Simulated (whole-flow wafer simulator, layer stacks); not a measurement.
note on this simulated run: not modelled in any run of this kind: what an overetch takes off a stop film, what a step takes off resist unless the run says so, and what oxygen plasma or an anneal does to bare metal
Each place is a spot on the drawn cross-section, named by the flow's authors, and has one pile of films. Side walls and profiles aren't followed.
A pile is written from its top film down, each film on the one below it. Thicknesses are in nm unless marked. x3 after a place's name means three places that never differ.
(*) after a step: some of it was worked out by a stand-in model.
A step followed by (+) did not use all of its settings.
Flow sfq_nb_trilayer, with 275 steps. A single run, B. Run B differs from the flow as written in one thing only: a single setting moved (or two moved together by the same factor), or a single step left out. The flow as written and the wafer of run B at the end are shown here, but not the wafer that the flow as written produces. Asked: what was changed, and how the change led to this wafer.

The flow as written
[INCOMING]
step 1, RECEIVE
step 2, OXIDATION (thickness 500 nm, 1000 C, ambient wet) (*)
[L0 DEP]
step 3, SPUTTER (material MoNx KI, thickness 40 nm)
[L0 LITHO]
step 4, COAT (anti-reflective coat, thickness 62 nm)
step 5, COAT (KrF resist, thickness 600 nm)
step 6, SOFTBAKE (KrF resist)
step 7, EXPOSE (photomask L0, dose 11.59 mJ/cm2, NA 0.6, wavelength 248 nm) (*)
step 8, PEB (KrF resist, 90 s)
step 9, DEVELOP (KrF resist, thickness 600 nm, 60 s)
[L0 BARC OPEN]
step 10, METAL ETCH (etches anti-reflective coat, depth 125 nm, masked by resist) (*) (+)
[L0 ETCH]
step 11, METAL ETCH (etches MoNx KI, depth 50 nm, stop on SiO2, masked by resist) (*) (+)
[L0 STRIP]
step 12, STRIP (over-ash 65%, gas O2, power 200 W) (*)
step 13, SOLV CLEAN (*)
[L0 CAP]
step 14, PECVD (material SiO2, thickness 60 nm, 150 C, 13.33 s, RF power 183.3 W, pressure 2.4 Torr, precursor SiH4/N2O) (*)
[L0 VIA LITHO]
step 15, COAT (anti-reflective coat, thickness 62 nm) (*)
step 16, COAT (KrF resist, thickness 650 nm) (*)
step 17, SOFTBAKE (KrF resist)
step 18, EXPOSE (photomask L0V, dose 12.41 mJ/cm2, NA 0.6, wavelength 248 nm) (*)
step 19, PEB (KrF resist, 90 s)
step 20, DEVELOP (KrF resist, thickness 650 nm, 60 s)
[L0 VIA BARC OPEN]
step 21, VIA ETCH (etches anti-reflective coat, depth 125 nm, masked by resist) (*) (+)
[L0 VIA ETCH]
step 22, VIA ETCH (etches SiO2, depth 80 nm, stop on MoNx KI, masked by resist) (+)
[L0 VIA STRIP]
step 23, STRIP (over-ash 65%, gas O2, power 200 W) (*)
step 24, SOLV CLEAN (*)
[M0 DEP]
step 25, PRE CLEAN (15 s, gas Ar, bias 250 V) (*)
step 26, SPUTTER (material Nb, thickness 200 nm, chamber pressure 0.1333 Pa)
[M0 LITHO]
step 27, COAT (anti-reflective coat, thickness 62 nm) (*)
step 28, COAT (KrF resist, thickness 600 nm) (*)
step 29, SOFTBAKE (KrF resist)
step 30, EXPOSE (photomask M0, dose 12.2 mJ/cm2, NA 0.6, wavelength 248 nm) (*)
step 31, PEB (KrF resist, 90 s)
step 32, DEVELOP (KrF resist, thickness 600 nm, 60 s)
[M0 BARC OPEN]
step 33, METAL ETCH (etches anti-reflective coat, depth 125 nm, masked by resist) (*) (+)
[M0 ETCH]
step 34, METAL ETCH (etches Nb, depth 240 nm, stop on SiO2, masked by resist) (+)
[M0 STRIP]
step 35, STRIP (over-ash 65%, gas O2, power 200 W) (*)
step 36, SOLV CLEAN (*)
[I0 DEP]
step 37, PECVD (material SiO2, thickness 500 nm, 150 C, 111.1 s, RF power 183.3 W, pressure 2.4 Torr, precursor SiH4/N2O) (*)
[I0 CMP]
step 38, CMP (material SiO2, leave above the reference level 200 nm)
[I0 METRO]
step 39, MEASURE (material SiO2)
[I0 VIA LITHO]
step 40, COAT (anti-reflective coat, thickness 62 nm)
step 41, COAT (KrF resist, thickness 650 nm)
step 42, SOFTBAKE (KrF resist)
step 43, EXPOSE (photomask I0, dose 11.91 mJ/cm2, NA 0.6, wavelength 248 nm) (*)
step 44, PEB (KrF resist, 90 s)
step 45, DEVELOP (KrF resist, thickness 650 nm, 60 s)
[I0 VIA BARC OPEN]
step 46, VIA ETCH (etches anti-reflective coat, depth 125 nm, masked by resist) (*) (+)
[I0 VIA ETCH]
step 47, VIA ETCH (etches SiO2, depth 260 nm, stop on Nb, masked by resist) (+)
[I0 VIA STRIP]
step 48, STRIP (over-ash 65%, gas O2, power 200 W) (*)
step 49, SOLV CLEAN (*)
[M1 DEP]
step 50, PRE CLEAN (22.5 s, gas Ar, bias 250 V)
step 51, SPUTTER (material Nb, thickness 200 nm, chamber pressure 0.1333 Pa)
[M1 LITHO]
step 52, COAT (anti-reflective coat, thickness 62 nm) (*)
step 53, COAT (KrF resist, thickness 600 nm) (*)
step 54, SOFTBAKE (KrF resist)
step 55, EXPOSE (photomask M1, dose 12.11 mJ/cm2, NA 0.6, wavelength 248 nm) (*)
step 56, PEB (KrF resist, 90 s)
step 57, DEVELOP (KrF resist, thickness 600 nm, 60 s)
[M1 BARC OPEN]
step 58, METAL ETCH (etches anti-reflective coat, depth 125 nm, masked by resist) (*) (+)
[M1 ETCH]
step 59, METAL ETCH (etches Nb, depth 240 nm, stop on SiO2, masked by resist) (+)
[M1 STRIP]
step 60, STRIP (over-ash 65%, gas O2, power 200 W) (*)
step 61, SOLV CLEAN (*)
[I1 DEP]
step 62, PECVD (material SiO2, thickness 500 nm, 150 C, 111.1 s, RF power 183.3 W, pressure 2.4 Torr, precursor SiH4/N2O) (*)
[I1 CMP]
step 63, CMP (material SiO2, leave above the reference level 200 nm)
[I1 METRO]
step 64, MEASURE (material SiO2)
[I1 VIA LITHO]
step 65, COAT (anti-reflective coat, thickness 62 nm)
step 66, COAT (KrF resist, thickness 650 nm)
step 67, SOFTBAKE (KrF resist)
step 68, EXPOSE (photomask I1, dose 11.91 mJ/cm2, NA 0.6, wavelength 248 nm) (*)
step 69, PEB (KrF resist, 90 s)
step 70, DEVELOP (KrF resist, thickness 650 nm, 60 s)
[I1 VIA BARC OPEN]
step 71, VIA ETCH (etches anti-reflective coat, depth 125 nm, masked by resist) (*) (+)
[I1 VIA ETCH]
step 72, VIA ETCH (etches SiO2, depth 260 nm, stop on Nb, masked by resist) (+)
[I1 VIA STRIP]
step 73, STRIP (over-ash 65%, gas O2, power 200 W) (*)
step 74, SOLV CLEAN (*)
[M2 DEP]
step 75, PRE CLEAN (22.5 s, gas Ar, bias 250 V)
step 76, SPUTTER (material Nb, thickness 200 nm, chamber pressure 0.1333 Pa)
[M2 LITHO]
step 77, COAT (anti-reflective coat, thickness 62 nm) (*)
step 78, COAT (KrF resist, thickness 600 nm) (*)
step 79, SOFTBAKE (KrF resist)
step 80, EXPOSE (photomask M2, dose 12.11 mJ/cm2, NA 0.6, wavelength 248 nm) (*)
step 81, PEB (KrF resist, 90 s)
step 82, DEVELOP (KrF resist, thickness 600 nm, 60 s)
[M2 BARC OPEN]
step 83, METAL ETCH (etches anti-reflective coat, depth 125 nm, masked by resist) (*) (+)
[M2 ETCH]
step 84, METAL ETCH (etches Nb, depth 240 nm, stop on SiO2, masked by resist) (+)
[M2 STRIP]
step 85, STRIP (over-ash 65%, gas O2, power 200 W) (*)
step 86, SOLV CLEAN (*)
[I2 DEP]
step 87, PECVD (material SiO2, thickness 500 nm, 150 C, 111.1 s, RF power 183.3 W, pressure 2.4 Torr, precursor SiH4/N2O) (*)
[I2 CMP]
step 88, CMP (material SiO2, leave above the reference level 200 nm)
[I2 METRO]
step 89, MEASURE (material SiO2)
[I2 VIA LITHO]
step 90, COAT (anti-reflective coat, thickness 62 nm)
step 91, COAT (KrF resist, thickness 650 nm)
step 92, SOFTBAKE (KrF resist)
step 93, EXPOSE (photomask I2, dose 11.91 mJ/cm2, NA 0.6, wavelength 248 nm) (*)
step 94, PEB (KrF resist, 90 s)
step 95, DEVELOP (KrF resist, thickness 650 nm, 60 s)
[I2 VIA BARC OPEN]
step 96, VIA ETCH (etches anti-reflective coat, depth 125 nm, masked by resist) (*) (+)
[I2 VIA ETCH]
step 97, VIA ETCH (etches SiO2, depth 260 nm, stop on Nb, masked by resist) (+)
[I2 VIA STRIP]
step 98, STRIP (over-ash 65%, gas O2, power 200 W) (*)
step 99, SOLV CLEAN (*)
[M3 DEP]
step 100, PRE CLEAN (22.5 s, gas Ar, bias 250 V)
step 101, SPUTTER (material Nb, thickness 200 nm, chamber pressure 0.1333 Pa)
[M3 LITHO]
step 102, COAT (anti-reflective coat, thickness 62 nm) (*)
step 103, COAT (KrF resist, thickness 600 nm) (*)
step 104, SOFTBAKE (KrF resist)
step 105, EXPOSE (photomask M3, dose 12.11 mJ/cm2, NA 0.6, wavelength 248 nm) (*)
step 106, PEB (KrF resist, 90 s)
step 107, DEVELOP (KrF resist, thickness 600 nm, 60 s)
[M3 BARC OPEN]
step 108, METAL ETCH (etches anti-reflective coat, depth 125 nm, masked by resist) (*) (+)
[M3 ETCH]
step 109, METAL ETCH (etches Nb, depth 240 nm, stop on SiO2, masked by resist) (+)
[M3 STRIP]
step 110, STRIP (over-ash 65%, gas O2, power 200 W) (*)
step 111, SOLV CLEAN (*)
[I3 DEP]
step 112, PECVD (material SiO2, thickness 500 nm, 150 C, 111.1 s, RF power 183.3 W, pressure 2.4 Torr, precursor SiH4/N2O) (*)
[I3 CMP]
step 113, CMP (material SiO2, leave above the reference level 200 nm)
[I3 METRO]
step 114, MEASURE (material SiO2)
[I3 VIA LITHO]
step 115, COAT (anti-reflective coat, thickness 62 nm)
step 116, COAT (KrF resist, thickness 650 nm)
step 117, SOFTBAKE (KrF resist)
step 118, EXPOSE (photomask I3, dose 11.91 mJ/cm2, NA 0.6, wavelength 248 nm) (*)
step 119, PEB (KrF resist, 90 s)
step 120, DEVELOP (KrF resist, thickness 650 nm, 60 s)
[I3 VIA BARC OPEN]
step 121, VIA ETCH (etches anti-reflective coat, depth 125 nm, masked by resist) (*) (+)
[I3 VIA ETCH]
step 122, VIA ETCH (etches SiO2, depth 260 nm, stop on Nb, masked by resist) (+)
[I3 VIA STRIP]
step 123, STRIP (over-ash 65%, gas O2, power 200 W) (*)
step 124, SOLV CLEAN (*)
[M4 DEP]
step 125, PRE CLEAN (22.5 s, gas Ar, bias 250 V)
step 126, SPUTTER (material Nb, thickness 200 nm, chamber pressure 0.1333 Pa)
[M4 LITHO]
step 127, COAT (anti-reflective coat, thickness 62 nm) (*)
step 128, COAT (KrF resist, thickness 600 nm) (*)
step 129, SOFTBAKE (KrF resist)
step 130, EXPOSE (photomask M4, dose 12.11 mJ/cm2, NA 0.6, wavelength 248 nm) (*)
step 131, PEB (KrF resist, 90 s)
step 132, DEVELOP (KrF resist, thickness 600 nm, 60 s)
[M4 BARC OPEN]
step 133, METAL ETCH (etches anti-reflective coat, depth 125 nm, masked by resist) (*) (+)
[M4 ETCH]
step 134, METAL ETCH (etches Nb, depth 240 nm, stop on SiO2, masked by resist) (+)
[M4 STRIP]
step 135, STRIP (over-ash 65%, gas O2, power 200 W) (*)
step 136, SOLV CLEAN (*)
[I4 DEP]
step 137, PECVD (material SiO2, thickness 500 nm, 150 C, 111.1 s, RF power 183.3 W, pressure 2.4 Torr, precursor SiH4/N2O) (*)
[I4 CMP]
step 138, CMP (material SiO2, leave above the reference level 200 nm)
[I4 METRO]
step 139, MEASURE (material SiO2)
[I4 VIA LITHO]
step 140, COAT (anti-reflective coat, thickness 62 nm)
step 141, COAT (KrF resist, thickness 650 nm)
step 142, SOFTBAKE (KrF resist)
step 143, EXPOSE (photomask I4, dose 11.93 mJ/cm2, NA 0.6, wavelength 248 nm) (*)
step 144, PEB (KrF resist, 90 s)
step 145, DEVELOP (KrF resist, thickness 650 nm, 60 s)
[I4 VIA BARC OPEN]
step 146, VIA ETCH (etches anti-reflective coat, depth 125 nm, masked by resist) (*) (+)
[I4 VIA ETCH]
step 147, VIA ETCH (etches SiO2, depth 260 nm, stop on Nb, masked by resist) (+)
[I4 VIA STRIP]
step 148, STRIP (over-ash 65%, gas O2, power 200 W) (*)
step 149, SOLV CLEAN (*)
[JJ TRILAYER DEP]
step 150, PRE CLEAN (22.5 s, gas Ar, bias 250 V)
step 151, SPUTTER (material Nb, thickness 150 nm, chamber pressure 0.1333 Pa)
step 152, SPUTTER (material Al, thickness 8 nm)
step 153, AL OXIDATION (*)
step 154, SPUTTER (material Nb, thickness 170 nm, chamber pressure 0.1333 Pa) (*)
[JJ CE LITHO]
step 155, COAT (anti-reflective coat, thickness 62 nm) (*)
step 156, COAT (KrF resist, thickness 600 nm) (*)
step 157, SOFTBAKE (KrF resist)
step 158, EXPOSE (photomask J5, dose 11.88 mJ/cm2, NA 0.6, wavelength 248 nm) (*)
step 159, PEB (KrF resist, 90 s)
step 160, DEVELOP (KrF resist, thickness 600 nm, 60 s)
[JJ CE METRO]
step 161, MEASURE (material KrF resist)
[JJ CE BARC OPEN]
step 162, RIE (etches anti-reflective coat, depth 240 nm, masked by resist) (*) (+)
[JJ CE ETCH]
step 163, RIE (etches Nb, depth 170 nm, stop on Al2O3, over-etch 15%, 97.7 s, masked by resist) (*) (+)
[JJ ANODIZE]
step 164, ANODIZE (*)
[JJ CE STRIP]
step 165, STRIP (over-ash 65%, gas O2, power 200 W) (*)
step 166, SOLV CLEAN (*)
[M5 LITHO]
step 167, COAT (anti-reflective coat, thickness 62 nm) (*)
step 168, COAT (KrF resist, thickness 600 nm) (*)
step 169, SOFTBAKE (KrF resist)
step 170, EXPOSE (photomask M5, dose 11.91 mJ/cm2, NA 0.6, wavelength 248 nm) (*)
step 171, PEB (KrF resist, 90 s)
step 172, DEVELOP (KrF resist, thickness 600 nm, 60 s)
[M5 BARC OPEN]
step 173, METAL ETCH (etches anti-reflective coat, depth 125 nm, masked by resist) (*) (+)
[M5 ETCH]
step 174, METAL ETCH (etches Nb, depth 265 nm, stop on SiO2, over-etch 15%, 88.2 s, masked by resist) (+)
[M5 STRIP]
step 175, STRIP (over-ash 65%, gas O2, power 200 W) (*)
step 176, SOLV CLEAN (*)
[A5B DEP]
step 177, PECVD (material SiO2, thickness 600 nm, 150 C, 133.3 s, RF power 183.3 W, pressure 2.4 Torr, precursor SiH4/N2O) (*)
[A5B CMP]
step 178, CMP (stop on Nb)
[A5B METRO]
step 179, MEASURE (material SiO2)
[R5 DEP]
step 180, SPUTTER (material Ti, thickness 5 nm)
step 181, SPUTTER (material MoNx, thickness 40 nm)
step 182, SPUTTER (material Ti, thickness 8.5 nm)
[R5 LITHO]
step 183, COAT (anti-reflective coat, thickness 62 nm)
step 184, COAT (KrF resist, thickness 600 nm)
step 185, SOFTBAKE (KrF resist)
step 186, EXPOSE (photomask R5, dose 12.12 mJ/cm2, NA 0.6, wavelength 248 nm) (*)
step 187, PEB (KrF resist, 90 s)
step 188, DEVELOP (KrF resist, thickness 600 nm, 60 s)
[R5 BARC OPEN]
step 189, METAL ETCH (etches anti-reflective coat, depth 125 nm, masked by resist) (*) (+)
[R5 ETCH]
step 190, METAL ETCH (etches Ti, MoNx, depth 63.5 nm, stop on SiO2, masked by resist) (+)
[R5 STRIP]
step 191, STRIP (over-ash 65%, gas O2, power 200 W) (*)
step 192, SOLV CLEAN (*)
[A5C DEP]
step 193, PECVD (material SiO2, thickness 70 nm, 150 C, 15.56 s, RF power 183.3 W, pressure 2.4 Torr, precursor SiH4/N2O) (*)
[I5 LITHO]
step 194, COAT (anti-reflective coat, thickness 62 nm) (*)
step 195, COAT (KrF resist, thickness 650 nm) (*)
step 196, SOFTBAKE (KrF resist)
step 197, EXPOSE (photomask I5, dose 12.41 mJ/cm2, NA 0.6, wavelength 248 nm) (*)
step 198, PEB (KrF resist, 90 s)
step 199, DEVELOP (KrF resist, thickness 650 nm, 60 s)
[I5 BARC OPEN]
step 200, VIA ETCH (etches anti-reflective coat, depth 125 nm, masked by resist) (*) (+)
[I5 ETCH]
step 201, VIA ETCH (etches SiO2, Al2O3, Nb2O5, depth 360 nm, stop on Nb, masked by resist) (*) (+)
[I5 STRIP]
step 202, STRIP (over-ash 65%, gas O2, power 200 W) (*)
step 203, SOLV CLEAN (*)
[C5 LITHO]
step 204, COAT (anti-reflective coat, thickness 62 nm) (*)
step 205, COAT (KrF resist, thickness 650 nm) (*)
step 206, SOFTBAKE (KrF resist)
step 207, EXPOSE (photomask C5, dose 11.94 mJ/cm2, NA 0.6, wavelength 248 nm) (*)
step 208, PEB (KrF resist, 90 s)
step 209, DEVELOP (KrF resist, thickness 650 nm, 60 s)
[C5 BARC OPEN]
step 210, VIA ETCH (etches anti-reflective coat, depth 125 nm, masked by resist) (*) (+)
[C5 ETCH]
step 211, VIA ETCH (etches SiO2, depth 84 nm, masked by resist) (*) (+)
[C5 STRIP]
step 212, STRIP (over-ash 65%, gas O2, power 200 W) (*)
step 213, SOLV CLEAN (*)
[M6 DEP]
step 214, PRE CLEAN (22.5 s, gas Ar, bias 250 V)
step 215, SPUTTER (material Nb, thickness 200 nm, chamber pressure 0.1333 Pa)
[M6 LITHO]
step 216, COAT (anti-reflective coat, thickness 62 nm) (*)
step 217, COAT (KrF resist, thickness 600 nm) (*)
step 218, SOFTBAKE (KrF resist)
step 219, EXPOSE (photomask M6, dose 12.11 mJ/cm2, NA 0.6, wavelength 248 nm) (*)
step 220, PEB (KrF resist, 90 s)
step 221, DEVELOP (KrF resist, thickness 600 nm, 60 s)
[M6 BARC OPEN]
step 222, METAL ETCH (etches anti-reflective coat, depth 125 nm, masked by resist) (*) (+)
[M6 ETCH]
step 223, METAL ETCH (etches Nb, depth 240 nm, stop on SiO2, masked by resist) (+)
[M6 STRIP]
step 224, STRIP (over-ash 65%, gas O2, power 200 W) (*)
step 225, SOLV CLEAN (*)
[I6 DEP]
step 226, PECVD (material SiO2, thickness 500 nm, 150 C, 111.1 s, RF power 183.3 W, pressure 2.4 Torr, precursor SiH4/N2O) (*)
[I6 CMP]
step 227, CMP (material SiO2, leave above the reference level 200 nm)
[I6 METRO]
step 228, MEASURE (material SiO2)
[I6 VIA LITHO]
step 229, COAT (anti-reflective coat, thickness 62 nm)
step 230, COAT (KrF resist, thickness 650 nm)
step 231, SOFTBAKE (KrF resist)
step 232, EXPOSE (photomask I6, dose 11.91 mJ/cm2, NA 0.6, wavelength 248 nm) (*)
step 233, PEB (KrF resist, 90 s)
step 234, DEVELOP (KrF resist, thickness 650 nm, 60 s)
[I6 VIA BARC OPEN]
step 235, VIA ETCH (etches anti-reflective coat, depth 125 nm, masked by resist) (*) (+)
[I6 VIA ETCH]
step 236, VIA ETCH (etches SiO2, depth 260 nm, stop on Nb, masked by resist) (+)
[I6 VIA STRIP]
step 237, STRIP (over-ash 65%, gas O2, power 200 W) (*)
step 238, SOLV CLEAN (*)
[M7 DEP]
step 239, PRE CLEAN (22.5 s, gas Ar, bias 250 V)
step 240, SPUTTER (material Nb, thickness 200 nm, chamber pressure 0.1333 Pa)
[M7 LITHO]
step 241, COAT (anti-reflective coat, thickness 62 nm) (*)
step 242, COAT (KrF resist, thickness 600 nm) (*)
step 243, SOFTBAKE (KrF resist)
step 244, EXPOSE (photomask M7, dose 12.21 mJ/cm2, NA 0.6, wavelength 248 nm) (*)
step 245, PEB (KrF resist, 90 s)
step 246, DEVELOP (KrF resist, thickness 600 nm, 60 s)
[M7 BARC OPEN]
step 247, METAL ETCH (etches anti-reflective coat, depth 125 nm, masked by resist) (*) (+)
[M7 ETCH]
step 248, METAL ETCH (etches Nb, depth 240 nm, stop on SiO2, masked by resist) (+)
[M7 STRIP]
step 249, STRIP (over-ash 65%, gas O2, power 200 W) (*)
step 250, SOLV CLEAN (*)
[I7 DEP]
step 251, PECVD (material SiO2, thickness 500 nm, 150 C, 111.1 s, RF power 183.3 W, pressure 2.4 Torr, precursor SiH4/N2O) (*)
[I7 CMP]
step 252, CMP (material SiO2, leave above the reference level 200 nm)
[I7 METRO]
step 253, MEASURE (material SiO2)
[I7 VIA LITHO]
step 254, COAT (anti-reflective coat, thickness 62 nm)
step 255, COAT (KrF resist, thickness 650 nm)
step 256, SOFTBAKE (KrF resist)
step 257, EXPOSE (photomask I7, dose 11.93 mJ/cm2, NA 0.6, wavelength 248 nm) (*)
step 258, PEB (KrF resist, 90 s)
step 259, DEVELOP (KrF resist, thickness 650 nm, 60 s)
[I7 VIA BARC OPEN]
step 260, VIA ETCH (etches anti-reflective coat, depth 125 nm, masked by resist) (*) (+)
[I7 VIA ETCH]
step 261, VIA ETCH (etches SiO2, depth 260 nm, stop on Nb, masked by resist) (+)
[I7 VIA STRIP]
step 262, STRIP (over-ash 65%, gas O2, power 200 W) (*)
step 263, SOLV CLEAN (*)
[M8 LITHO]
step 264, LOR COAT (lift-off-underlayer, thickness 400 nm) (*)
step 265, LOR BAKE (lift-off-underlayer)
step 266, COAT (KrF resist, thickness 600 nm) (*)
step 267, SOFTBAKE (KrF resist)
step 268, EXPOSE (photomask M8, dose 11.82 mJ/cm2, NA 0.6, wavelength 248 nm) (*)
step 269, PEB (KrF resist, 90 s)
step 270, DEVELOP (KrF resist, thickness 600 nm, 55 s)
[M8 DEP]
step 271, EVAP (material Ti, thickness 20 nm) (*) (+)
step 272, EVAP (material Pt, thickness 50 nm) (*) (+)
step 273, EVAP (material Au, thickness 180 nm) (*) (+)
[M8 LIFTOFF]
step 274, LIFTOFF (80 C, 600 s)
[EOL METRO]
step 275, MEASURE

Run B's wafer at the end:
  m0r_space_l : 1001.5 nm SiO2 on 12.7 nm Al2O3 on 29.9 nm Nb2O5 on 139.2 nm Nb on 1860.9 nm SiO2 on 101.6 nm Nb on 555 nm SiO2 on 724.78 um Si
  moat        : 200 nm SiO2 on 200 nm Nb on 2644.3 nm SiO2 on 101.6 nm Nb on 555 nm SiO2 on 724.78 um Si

What caused this: step 34, METAL ETCH: depth 98.4 nm was run, while the flow as written has depth 240 nm.

How this came from the change, step by step:
  step 34, METAL ETCH (etches Nb, depth 240 nm, stop on SiO2, masked by resist) (+)
      moat, m0r_space_l, m0r_space_r: -98.4 Nb (in the flow as written it would be: -200 Nb (all of it))
      field_l, v_sur, via_wl and 100 more: -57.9 KrF resist (in the flow as written it would be: -141.2 KrF resist)
  step 35, STRIP (over-ash 65%, gas O2, power 200 W) (*)
      p4_fl, p4_fm, p4_w1 and 68 more: -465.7 KrF resist (all of it), -62 anti-reflective coat (all of it) (in the flow as written it would be: -382.4 KrF resist (all of it), -62 anti-reflective coat (all of it))
      c5j, ce_r, sp_r, be_r, r_sur, res: -472.3 KrF resist (all of it), -63.6 anti-reflective coat (all of it) (in the flow as written it would be: -389 KrF resist (all of it), -63.6 anti-reflective coat (all of it))
      (and at 26 other places as well)
  step 37, PECVD (material SiO2, thickness 500 nm, 150 C, 111.1 s, RF power 183.3 W, pressure 2.4 Torr, precursor SiH4/N2O) (*)
      moat, m0r_space_l, m0r_space_r: +500 SiO2 (new film) (in the flow as written it would be: +557.1 SiO2)
  step 38, CMP (material SiO2, leave above the reference level 200 nm)
      moat, m0r_space_l, m0r_space_r: -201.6 SiO2 (in the flow as written it would be: -157.1 SiO2)
If metal films that touch count as one body, m0r_space_l has 2 bodies (between them, from the top down: SiO2 1860.9); the flow as written gives 1 body.
If metal films that touch count as one body, moat has 2 bodies (between them, from the top down: SiO2 2644.3); the flow as written gives 1 body.
